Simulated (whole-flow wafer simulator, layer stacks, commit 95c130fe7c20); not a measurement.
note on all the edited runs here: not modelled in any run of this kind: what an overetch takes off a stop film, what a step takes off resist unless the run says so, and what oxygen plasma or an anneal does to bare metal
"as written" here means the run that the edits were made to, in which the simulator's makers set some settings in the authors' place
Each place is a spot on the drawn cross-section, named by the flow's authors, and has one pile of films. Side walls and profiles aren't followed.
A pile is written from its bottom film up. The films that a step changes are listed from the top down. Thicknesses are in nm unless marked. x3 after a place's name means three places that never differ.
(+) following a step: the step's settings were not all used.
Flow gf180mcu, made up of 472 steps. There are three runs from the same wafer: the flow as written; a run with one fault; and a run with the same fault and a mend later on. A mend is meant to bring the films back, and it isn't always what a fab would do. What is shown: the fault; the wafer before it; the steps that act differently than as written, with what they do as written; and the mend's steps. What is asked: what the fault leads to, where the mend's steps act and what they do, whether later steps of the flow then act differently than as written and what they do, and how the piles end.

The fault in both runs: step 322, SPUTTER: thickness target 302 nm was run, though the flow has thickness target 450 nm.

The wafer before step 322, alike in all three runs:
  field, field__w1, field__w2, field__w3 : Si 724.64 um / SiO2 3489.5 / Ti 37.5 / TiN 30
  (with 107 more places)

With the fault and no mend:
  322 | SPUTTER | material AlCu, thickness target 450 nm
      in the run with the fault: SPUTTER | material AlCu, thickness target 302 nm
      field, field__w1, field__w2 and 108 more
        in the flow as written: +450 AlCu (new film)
        in the run with the fault: +302 AlCu (new film)
  Later steps of the flow acting differently than as written:
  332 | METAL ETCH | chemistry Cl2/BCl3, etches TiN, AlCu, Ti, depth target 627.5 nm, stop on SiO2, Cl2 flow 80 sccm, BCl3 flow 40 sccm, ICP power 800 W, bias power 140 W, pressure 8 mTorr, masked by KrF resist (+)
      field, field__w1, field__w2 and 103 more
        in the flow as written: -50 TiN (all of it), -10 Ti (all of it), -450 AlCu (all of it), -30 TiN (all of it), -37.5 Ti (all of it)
        in the run with the fault: -50 TiN (all of it), -10 Ti (all of it), -302 AlCu (all of it), -30 TiN (all of it), -37.5 Ti (all of it)
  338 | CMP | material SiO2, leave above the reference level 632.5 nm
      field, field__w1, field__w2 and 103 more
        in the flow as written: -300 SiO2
        in the run with the fault: -448 SiO2
  At field__w4, field__w8, contact and 10 more, the piles at the end differ from the flow's by more than 2% or 0.5 nm, whichever is larger.
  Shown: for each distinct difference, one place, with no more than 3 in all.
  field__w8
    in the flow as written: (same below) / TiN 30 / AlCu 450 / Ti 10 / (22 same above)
    in the run with the fault: (same below) / TiN 30 / AlCu 302 / Ti 10 / (22 same above)
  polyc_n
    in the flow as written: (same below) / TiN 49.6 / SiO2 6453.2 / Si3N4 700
    in the run with the fault: (same below) / TiN 49.6 / SiO2 6305.2 / Si3N4 700
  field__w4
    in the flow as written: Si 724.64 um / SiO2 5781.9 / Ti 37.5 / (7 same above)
    in the run with the fault: Si 724.64 um / SiO2 5633.9 / Ti 37.5 / (7 same above)

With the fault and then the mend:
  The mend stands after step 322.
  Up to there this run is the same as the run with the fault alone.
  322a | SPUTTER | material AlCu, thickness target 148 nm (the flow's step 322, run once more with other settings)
      field, field__w1, field__w2 and 108 more
        +148 AlCu
  Later steps of the flow that are run all act as written at every place that is followed.
  At every place that both follow, the piles at the end match the flow's.
